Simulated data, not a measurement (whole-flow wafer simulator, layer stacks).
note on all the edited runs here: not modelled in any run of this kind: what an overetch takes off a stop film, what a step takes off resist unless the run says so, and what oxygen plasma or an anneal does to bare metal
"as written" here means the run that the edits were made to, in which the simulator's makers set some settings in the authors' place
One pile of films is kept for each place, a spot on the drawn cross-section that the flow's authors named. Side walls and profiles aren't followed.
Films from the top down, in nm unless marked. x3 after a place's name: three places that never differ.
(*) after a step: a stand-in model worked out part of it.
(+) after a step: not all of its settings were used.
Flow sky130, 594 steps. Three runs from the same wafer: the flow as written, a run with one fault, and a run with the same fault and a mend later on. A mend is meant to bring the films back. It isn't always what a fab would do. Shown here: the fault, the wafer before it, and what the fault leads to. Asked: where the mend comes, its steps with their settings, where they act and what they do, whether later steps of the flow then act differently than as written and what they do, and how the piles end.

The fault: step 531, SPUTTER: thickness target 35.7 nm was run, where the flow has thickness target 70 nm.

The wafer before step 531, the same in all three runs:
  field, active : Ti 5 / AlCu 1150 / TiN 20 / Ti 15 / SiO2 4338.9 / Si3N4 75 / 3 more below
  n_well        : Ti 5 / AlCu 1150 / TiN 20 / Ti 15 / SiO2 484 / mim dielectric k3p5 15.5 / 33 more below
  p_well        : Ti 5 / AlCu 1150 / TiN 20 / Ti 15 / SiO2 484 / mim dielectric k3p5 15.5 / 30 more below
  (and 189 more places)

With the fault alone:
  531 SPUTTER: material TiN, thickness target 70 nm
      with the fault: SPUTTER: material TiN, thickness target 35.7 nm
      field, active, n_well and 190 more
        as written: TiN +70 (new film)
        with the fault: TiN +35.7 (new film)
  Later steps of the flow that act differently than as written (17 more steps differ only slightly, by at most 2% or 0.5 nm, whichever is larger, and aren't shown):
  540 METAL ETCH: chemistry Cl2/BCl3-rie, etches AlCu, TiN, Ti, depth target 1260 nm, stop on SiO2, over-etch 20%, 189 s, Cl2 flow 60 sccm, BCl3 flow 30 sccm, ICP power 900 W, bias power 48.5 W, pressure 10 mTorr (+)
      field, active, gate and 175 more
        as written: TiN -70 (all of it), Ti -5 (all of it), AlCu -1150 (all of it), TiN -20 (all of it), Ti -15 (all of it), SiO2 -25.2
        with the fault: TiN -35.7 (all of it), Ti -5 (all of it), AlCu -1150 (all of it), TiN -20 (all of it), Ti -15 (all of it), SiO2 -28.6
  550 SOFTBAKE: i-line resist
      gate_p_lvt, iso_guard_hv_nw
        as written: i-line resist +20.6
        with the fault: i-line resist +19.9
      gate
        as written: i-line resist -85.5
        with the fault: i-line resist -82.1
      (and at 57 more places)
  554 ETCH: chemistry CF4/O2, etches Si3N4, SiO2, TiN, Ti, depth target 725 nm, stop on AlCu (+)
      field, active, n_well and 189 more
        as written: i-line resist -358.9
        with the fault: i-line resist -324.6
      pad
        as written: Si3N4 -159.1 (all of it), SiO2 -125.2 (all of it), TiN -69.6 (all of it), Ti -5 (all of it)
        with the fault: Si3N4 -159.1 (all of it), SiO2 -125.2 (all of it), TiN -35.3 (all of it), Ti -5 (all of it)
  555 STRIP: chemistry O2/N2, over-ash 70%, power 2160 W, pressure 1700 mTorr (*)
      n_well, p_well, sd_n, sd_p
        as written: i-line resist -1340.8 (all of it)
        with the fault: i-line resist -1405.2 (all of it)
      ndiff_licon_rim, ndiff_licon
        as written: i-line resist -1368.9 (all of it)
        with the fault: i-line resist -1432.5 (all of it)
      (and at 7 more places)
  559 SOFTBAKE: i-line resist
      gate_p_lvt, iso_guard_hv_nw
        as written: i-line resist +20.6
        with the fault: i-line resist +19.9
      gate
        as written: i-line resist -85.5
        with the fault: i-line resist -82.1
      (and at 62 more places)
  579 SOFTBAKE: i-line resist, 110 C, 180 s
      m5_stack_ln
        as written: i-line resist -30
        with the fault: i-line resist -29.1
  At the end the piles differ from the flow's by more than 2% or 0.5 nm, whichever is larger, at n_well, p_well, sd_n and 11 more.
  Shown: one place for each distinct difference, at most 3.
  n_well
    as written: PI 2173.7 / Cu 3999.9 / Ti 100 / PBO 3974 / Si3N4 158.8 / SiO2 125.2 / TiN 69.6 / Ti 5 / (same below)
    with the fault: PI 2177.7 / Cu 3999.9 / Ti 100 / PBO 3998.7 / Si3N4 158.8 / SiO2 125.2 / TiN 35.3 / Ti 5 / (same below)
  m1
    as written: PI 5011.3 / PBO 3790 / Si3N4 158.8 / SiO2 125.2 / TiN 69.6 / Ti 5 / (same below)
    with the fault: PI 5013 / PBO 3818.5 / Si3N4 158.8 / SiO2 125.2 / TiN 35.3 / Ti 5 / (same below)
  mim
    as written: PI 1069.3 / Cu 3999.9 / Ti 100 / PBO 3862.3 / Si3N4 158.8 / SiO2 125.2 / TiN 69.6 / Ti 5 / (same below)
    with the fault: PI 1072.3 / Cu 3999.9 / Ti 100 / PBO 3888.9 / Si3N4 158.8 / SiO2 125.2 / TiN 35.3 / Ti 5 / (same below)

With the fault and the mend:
  The mend comes after step 531.
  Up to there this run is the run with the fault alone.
  531a SPUTTER: material TiN, thickness target 34.3 nm (the flow's step 531 once more, with other settings)
      field, active, n_well and 190 more
        TiN +34.3
  No later step of the flow acts differently than as written at any place that is followed.
  At the end the piles are the same as the flow's at every place that both follow.
